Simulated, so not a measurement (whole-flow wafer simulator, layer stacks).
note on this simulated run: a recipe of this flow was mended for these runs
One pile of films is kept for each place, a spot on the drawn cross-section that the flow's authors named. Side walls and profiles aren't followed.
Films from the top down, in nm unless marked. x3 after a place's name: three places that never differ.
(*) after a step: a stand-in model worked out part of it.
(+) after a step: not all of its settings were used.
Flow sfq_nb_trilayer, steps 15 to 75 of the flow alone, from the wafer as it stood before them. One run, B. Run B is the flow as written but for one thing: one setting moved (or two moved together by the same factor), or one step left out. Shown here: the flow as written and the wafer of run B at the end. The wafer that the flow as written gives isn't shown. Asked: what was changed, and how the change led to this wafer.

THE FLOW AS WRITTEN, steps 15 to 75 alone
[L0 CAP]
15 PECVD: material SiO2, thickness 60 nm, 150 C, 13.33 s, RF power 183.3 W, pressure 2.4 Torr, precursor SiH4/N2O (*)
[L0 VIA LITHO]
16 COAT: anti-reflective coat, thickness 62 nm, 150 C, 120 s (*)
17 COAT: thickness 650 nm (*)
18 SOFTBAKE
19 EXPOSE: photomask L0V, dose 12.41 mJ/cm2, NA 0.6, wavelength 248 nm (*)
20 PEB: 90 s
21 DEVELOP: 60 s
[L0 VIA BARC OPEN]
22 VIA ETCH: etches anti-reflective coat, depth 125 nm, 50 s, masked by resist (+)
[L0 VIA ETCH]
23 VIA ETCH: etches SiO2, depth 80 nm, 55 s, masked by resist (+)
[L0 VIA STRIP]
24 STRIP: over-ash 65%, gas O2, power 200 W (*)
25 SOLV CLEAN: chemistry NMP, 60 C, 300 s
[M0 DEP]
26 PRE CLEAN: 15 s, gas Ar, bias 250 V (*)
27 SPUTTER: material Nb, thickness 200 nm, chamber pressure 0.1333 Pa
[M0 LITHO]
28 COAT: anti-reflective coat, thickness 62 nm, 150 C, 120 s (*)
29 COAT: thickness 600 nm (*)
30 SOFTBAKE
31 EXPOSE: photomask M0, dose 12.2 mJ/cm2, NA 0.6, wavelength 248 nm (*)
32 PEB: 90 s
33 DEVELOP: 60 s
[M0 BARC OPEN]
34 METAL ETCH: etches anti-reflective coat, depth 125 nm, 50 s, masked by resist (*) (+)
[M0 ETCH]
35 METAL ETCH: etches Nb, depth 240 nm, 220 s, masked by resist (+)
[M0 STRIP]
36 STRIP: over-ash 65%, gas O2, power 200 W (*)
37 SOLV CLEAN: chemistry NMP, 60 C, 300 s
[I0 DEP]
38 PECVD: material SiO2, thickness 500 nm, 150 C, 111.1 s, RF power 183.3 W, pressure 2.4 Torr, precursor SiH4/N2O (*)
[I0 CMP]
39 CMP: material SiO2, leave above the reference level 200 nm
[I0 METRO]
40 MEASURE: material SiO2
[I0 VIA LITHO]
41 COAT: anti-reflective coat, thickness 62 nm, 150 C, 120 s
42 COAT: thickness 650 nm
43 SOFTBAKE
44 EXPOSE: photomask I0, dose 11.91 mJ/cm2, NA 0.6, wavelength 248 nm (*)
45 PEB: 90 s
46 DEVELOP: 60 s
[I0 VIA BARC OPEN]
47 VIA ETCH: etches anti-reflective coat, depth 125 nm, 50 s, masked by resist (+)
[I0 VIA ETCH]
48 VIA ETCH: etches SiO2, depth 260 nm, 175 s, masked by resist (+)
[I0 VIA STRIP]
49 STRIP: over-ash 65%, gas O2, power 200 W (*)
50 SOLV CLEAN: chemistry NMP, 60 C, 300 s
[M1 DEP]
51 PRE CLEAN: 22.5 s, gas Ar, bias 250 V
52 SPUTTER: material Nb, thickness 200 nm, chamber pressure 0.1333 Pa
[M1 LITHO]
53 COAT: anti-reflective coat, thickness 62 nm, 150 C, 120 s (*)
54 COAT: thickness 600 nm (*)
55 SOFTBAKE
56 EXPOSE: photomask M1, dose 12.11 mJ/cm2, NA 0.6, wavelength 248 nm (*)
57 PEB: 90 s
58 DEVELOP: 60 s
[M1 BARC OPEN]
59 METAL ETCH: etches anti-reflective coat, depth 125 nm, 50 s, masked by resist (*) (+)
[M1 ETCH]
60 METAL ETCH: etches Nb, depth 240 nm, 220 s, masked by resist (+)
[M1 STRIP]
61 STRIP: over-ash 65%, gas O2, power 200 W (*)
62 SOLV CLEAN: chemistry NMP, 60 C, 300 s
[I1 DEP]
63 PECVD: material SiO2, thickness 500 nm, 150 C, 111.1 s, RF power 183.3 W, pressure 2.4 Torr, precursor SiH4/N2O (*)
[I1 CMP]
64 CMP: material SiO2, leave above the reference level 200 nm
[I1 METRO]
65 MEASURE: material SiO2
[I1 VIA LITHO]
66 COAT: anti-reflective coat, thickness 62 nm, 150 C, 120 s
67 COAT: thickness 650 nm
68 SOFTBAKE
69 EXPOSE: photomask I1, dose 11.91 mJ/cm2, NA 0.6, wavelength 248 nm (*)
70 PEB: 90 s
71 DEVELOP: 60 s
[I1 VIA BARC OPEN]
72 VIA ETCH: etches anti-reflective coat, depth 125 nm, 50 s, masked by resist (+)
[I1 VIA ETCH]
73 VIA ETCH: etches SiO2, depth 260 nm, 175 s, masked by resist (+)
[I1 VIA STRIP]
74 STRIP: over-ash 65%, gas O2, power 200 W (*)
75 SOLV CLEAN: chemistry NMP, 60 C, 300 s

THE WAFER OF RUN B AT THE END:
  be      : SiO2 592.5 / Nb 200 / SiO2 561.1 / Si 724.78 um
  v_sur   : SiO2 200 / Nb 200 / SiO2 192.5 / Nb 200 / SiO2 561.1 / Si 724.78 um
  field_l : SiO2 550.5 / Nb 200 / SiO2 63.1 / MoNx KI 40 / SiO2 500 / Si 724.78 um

The cause: step 15, PECVD: pressure 1.68 Torr was run, where the flow has pressure 2.4 Torr.

How the change led to this, step by step:
  15 PECVD: material SiO2, thickness 60 nm, 150 C, 13.33 s, RF power 183.3 W, pressure 2.4 Torr, precursor SiH4/N2O (*)
      v_sur, via_wl, via_w and 97 more: SiO2 +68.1 (as written it would be: SiO2 +60)
      field_l, l0_sur, l0v, l0r_line_l, l0r_line_c, l0r_line_r: SiO2 +68.1 (new film) (as written it would be: SiO2 +60 (new film))
  23 VIA ETCH: etches SiO2, depth 80 nm, 55 s, masked by resist (+)
      l0v: SiO2 -67.8 (all of it), MoNx KI -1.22 (as written it would be: SiO2 -59.7 (all of it), MoNx KI -2.03)
  28 COAT: anti-reflective coat, thickness 62 nm, 150 C, 120 s (*)
      l0_sur: anti-reflective coat +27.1 (new film) (as written it would be: anti-reflective coat +29.3 (new film))
      l0v: anti-reflective coat +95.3 (new film) (as written it would be: anti-reflective coat +92.5 (new film))
  36 STRIP: over-ash 65%, gas O2, power 200 W (*)
      l0_sur: KrF-resist-other-grade -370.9 (all of it), anti-reflective coat -27.1 (all of it) (as written it would be: KrF-resist-other-grade -370 (all of it), anti-reflective coat -29.3 (all of it))
      l0v: KrF-resist-other-grade -378.2 (all of it), anti-reflective coat -95.3 (all of it) (as written it would be: KrF-resist-other-grade -374.1 (all of it), anti-reflective coat -92.5 (all of it))
  39 CMP: material SiO2, leave above the reference level 200 nm
      l0v: SiO2 -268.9 (as written it would be: SiO2 -277.4)
